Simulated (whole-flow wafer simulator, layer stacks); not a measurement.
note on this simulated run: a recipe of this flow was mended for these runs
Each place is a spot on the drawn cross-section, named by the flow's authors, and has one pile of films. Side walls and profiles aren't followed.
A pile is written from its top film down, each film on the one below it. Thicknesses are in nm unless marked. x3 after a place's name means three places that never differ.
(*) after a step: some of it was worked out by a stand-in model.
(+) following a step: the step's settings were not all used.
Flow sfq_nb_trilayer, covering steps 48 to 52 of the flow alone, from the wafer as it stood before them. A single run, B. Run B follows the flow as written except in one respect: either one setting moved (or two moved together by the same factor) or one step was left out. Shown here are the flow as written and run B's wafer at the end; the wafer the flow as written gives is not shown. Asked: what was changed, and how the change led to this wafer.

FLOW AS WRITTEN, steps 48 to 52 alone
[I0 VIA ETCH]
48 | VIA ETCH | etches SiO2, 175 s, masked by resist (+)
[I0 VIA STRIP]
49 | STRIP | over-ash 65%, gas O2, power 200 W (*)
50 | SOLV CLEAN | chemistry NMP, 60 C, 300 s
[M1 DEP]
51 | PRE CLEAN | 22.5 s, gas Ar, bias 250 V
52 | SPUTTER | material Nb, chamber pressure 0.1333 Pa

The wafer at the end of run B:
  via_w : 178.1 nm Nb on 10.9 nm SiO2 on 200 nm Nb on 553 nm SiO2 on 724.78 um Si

What caused this: step 48, VIA ETCH: 122 s was run, while the flow as written has 175 s.

The path from the change to this, step by step:
  48 | VIA ETCH | etches SiO2, 175 s, masked by resist (+)
      via_w: SiO2 loses 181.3 (in the flow as written it would be: SiO2 loses 199.7 (all of it), Nb loses 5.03)
      field_l x5, v_sur x96, moat x3, l0v: KrF-resist-other-grade loses 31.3 (in the flow as written it would be: KrF-resist-other-grade loses 44.8)
  49 | STRIP | over-ash 65%, gas O2, power 200 W (*)
      field_l x5, v_sur x96, moat x3, l0v: KrF-resist-other-grade loses 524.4 (all of it), anti-reflective coat loses 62 (all of it) (in the flow as written it would be: KrF-resist-other-grade loses 510.8 (all of it), anti-reflective coat loses 62 (all of it))
  51 | PRE CLEAN | 22.5 s, gas Ar, bias 250 V
      via_w: SiO2 loses 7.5 (in the flow as written it would be: Nb loses 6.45)
  52 | SPUTTER | material Nb, chamber pressure 0.1333 Pa
      via_w: Nb gains 178.1 (new film) (in the flow as written it would be: Nb gains 172.8)
With metal films that touch counted as one body, via_w has 2 bodies (between them, from the top down: SiO2 10.9); the flow as written gives 1 body.
